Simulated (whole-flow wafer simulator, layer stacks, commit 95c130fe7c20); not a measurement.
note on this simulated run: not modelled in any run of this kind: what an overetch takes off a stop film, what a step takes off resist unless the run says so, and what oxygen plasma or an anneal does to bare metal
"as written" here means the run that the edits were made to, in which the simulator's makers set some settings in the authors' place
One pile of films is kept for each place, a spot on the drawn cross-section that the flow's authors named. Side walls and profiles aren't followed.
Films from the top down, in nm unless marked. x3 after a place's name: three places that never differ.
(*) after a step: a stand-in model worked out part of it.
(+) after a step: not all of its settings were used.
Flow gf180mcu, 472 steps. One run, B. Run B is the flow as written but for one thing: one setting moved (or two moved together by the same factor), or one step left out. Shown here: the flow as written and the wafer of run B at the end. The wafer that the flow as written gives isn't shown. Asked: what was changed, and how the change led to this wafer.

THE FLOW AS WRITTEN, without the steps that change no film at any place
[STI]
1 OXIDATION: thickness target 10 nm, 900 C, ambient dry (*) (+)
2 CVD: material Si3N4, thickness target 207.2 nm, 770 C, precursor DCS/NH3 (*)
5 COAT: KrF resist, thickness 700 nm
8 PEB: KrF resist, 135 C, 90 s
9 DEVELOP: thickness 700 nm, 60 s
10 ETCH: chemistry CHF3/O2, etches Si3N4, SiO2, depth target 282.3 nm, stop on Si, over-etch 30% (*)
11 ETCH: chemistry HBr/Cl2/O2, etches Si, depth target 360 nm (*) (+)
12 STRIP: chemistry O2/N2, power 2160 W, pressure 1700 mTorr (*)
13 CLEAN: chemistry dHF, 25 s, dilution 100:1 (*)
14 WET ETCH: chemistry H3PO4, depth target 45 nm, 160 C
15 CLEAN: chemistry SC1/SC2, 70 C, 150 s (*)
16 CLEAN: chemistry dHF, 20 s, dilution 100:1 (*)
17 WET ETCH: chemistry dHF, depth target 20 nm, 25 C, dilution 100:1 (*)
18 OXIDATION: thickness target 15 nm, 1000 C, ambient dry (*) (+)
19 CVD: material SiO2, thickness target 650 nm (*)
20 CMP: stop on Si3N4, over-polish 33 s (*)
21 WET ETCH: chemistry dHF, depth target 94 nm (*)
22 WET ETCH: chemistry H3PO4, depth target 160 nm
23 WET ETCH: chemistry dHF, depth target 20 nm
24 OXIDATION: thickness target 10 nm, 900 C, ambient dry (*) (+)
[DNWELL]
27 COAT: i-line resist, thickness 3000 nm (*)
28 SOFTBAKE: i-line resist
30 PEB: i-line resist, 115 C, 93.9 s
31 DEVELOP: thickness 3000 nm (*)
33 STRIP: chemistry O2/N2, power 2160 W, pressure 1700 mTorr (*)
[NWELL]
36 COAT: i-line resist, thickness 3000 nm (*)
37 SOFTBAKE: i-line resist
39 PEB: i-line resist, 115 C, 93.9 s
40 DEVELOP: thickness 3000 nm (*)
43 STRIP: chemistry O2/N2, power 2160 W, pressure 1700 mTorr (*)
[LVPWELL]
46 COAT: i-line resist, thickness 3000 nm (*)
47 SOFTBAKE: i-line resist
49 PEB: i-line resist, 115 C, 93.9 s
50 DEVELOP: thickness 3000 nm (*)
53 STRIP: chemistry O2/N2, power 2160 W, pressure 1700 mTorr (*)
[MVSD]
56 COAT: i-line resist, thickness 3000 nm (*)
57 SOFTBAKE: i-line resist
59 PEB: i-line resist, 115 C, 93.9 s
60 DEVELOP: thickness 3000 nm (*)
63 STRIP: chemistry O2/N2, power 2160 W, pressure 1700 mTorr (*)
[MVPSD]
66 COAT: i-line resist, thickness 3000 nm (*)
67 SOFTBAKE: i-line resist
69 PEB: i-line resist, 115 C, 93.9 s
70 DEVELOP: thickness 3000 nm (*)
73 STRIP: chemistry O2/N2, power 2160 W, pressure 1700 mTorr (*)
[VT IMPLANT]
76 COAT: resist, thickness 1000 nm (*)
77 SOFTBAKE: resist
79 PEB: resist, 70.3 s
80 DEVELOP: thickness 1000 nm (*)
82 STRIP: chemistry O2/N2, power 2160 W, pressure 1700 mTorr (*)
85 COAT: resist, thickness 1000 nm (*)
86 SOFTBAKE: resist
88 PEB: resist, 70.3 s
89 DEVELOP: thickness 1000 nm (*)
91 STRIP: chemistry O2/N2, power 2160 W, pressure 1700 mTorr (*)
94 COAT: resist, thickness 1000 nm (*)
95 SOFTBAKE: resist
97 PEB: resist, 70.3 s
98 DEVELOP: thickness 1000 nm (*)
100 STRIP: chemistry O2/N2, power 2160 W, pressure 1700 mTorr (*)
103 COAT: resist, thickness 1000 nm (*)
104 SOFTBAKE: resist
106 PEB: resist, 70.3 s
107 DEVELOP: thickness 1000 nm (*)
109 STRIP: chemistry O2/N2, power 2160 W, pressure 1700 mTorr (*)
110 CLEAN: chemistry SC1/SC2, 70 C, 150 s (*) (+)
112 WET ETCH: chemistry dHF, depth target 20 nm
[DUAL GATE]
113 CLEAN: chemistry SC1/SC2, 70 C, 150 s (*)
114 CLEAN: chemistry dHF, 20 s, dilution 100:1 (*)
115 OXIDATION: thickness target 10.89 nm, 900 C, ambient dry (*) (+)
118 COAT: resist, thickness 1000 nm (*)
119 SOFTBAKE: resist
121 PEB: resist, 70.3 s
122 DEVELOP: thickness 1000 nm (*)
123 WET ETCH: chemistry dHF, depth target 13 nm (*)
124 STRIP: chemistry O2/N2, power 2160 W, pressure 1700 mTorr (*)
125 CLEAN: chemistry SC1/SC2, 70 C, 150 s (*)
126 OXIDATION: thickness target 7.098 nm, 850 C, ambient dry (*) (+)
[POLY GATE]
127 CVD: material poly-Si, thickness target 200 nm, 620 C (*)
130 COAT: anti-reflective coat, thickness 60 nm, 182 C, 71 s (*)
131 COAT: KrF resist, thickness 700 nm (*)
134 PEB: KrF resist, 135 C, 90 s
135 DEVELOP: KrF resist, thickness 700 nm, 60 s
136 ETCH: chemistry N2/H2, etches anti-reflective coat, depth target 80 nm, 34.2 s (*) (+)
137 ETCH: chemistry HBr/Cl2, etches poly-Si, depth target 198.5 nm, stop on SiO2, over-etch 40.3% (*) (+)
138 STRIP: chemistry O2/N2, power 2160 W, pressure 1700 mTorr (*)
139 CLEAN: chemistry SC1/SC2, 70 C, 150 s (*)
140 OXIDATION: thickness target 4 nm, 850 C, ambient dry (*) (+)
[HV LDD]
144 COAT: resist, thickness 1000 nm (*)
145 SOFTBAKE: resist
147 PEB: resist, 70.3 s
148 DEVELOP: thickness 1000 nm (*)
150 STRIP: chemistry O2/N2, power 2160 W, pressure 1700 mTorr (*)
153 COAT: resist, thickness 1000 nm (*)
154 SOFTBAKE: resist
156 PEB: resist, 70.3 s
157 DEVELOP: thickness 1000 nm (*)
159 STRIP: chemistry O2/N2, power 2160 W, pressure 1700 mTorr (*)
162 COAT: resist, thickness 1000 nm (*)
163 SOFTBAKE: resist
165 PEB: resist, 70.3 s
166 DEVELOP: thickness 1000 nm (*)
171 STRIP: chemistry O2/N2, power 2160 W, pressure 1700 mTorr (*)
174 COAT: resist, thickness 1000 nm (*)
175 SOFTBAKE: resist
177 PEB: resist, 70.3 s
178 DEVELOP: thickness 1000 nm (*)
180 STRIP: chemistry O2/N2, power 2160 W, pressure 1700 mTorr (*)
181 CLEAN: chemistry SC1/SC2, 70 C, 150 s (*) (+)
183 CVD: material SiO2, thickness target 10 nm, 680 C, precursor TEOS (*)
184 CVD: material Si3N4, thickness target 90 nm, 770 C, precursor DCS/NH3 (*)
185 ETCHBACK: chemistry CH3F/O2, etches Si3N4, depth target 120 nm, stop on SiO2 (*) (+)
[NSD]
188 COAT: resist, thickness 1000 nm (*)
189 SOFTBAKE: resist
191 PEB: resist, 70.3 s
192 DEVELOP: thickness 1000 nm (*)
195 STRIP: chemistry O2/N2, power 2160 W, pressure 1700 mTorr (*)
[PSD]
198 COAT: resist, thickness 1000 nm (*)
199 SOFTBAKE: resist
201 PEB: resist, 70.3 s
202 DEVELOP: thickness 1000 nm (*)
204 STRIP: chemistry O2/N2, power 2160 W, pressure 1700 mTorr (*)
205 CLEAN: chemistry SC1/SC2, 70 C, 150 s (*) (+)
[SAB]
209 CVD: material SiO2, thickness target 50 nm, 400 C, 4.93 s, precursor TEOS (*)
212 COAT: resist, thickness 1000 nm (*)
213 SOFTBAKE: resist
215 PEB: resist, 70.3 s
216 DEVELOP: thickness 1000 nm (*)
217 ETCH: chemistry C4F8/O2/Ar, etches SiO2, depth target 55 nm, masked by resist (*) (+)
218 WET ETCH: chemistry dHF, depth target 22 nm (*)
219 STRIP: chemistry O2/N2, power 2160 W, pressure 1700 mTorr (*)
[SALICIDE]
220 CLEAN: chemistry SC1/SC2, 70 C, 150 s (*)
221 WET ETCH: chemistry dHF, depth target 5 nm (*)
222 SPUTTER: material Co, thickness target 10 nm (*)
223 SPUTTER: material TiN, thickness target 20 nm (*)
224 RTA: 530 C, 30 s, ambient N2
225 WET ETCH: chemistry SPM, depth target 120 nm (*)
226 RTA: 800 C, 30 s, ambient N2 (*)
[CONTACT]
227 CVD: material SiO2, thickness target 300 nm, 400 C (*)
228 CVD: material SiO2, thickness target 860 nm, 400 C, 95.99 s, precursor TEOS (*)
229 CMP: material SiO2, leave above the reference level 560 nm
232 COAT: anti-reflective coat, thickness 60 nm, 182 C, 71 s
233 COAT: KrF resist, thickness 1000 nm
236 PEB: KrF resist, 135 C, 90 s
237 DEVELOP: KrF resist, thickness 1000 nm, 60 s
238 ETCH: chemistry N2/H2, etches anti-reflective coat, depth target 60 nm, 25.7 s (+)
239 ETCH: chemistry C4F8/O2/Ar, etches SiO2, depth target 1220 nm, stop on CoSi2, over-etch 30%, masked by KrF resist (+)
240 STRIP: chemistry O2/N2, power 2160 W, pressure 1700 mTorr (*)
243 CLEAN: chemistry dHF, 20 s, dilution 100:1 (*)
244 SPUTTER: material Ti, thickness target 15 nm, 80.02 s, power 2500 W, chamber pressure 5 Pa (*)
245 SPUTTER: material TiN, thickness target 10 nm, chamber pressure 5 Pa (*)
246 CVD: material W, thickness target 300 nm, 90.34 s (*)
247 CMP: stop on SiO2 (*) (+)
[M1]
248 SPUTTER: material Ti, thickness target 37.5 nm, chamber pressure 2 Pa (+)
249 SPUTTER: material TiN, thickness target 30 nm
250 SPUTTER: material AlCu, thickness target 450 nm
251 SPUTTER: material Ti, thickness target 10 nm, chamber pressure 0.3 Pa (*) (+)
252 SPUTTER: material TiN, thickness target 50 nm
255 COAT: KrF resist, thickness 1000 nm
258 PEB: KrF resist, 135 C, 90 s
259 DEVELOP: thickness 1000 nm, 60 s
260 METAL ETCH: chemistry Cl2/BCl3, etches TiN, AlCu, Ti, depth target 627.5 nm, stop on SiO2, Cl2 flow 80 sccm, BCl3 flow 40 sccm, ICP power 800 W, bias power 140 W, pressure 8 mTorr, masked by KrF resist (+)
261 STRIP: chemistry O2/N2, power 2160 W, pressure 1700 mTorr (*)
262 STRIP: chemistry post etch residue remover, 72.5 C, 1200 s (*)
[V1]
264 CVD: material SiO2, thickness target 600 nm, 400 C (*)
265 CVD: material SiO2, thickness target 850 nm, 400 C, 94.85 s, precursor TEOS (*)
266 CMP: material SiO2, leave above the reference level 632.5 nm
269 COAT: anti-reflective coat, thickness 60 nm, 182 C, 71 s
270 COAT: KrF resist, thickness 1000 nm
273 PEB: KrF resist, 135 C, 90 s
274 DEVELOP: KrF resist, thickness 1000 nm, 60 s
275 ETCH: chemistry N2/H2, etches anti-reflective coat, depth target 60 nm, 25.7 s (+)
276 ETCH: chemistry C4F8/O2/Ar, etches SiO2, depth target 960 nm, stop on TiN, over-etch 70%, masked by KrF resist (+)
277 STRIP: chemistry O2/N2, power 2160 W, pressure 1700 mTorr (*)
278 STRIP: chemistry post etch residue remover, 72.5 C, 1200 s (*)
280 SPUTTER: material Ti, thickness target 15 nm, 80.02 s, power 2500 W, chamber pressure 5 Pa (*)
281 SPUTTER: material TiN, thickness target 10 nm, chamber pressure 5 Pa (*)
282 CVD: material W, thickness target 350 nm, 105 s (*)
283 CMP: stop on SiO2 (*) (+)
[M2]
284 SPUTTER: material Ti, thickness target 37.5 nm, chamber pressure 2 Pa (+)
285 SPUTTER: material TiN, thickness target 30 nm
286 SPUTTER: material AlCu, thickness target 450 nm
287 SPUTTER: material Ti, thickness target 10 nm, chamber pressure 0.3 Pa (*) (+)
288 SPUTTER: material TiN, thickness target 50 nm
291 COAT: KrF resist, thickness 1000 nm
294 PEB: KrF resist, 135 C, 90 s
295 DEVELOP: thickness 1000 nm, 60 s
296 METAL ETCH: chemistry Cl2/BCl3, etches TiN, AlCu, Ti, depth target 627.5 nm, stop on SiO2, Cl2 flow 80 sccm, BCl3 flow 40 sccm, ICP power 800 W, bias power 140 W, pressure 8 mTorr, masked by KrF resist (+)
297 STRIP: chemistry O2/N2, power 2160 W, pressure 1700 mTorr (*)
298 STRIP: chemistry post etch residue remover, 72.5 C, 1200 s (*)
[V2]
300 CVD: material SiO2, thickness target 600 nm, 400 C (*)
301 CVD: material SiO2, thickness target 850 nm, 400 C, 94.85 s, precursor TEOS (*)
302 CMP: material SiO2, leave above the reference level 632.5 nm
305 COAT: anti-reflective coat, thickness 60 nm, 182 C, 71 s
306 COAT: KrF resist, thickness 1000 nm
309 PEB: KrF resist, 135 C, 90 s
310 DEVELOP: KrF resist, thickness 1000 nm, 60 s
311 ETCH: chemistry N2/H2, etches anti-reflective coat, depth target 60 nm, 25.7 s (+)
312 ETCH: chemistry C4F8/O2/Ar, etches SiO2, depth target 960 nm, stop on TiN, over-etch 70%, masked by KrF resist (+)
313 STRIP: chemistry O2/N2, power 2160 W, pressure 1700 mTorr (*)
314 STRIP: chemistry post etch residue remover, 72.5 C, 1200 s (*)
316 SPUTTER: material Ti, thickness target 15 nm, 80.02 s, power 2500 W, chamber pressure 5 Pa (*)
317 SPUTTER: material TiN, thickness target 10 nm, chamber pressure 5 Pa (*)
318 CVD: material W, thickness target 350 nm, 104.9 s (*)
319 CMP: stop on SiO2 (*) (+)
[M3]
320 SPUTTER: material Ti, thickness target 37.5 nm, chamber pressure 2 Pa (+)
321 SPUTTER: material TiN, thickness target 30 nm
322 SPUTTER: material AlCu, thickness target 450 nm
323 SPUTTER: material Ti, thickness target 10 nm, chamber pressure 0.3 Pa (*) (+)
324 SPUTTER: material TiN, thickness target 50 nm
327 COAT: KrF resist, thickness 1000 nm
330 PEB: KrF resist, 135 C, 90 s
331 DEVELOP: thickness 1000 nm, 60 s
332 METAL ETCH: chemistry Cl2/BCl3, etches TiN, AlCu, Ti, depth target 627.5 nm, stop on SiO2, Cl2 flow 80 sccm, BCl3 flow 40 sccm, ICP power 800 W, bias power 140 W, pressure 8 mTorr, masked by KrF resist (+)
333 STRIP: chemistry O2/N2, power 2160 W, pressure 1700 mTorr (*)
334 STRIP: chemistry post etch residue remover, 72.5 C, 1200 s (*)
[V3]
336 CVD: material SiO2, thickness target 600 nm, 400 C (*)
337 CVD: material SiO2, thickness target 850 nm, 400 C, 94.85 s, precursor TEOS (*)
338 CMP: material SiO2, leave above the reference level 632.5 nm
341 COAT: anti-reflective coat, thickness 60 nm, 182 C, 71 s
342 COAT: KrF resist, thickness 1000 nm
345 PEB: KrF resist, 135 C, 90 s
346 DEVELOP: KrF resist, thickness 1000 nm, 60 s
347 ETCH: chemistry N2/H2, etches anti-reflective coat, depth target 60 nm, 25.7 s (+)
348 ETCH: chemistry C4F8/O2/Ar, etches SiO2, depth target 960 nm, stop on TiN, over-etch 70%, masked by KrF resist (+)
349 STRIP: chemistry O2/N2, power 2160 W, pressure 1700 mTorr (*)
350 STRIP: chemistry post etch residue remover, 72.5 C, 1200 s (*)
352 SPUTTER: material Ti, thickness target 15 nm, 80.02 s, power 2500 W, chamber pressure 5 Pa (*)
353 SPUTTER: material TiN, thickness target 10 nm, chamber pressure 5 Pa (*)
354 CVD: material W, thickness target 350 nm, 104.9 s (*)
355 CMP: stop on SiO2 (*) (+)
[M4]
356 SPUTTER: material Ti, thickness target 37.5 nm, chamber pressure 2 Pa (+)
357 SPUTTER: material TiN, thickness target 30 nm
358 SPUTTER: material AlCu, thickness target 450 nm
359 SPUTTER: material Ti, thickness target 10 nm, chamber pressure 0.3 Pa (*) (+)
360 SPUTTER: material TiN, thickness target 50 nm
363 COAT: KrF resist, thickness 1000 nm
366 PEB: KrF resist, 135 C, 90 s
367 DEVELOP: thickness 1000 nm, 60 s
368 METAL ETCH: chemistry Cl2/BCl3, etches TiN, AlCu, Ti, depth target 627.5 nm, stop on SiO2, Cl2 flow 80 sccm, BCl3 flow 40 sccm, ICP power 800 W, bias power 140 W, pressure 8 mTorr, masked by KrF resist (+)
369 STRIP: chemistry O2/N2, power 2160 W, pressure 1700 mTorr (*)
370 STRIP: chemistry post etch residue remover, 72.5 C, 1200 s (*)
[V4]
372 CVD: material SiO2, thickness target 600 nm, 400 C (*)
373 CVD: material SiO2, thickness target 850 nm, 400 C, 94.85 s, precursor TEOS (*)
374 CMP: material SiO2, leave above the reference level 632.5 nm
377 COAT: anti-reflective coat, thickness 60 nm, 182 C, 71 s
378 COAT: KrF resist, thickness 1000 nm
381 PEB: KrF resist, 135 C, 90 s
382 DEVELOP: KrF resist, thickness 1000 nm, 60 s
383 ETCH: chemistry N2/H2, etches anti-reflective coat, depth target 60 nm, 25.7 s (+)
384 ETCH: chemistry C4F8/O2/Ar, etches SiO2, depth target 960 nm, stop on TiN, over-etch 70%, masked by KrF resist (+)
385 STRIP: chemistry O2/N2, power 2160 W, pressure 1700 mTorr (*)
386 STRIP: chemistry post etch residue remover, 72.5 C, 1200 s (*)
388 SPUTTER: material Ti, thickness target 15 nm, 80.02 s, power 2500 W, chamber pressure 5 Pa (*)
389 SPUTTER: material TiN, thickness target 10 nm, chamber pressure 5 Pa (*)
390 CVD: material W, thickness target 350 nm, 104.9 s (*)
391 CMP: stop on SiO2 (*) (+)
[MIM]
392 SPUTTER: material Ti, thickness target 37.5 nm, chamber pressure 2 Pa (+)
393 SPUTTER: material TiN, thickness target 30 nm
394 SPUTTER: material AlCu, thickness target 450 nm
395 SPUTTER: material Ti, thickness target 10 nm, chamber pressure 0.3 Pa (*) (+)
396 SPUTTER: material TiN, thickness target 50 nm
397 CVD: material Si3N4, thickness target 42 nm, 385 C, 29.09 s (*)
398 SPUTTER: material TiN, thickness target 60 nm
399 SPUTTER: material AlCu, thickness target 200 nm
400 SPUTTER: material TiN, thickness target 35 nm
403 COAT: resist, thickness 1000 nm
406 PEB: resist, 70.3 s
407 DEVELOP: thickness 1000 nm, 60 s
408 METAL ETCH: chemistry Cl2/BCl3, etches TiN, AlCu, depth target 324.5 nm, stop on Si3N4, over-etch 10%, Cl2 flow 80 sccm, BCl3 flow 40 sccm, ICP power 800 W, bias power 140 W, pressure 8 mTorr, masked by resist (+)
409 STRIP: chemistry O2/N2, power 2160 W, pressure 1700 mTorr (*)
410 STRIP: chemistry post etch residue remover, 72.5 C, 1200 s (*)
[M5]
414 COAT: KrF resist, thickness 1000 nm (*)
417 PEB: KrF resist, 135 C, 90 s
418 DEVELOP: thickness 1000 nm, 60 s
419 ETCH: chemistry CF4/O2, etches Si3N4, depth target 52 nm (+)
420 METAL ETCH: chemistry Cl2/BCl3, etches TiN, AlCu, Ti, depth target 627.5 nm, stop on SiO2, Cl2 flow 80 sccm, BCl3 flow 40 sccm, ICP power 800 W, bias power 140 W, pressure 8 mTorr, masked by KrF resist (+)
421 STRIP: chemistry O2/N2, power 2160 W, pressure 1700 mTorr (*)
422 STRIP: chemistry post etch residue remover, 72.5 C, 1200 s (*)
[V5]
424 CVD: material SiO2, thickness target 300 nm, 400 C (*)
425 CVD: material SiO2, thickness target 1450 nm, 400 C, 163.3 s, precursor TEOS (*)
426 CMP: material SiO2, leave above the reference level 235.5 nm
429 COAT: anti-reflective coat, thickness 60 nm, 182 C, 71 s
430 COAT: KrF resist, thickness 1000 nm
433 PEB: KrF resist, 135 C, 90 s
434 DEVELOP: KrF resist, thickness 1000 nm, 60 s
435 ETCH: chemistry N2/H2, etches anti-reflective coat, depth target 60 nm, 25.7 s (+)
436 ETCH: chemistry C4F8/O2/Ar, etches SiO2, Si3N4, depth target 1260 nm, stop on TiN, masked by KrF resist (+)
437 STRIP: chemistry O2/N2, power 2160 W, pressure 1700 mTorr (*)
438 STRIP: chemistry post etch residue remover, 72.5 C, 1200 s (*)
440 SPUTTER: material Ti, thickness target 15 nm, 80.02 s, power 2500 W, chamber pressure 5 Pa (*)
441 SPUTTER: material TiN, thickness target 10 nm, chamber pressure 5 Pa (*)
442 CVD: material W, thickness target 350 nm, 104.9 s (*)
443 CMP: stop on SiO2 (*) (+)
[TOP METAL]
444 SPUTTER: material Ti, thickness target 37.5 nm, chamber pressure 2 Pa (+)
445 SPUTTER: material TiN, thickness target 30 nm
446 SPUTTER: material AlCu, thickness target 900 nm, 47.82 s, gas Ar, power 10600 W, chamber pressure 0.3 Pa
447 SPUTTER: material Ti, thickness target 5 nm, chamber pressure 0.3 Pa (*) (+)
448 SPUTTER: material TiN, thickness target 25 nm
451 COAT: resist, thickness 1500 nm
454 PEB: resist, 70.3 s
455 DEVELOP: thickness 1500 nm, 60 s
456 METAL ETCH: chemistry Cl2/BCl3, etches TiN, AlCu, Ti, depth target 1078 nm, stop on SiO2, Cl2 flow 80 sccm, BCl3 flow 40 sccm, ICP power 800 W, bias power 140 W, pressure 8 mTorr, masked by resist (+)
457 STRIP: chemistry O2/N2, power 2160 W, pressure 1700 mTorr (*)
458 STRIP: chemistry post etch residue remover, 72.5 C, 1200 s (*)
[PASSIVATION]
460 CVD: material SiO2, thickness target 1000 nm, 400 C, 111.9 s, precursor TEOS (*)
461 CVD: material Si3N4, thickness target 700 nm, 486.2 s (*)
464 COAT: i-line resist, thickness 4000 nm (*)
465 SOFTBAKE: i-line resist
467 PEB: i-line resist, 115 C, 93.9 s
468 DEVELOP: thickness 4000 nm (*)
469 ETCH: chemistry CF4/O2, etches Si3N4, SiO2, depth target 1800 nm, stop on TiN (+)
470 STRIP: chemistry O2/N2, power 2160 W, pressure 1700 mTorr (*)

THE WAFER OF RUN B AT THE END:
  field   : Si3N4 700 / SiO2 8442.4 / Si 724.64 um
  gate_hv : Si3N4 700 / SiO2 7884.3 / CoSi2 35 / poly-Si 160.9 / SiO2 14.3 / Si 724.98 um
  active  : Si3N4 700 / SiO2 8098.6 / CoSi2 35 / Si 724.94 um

The cause: step 338, CMP: leave above the reference level 847.6 nm was run, where the flow has leave above the reference level 632.5 nm.

How the change led to this, step by step:
  338 CMP: material SiO2, leave above the reference level 632.5 nm
      field, field__w1, field__w2 and 103 more: SiO2 -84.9 (as written it would be: SiO2 -300)
      field__w8, contact, m1, m1__w1, m1_nw: SiO2 -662 (as written it would be: SiO2 -877.1)
  348 ETCH: chemistry C4F8/O2/Ar, etches SiO2, depth target 960 nm, stop on TiN, over-etch 70%, masked by KrF resist (+)
      contact: SiO2 -787.6 (all of it) (as written it would be: SiO2 -572.5 (all of it))
  352 SPUTTER: material Ti, thickness target 15 nm, 80.02 s, power 2500 W, chamber pressure 5 Pa (*)
      contact: Ti +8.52 (new film) (as written it would be: Ti +9.65 (new film))
  353 SPUTTER: material TiN, thickness target 10 nm, chamber pressure 5 Pa (*)
      contact: TiN +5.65 (new film) (as written it would be: TiN +6.4 (new film))
  354 CVD: material W, thickness target 350 nm, 104.9 s (*)
      contact: W +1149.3 (new film) (as written it would be: W +932.3 (new film))
